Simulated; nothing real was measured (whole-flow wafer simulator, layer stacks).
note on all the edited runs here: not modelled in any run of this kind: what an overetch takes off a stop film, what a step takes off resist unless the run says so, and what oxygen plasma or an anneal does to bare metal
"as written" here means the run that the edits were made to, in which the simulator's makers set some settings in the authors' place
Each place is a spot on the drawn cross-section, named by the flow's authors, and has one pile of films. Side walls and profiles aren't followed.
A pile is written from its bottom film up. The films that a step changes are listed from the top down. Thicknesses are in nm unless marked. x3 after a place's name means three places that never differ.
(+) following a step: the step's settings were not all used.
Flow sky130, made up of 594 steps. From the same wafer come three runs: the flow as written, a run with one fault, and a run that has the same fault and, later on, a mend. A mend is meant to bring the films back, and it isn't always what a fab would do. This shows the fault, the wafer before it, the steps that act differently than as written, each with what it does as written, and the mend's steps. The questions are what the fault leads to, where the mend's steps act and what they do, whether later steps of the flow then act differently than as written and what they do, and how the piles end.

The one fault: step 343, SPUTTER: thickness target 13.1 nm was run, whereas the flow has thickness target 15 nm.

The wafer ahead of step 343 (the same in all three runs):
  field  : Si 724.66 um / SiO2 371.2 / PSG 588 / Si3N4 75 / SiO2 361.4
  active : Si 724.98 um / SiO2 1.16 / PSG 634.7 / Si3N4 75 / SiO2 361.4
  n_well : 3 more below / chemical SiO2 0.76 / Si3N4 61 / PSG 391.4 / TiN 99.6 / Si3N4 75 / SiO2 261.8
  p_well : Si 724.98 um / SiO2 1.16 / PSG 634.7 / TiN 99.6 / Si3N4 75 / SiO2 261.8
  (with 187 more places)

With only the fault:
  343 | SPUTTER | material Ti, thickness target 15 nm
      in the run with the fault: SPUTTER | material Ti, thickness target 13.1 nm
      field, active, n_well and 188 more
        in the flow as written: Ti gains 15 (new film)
        in the run with the fault: Ti gains 13.1 (new film)
  Steps further on in the flow that do not act as written (not shown: 16 more steps that differ only slightly, by at most 2% or 0.5 nm, whichever is larger):
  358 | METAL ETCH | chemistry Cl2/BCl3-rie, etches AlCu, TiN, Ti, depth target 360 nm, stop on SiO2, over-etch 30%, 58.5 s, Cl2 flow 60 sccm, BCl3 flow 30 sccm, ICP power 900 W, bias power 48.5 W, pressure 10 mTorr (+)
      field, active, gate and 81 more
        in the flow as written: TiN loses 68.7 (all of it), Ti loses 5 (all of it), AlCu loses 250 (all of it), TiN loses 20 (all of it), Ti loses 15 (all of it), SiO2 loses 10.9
        in the run with the fault: TiN loses 68.7 (all of it), Ti loses 5 (all of it), AlCu loses 250 (all of it), TiN loses 20 (all of it), Ti loses 13.1 (all of it), SiO2 loses 11.1
  The piles end different from the flow's at n_well, p_well, gate_hv and 104 more by more than 2% or 0.5 nm, whichever is larger.
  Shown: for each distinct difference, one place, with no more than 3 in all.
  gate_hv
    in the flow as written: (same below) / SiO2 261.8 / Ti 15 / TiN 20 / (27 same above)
    in the run with the fault: (same below) / SiO2 261.8 / Ti 13.1 / TiN 20 / (27 same above)
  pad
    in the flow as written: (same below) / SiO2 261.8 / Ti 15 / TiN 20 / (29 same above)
    in the run with the fault: (same below) / SiO2 261.8 / Ti 13.1 / TiN 20 / (29 same above)
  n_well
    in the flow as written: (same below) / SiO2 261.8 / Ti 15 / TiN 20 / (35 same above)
    in the run with the fault: (same below) / SiO2 261.8 / Ti 13.1 / TiN 20 / (35 same above)

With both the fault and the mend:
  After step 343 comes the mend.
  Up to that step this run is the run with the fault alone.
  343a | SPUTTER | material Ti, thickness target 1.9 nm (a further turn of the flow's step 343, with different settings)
      field, active, n_well and 188 more
        Ti gains 1.9
  Every later step of the flow that is run acts as written at every place that is followed.
  At every place that both follow, the piles at the end match the flow's.
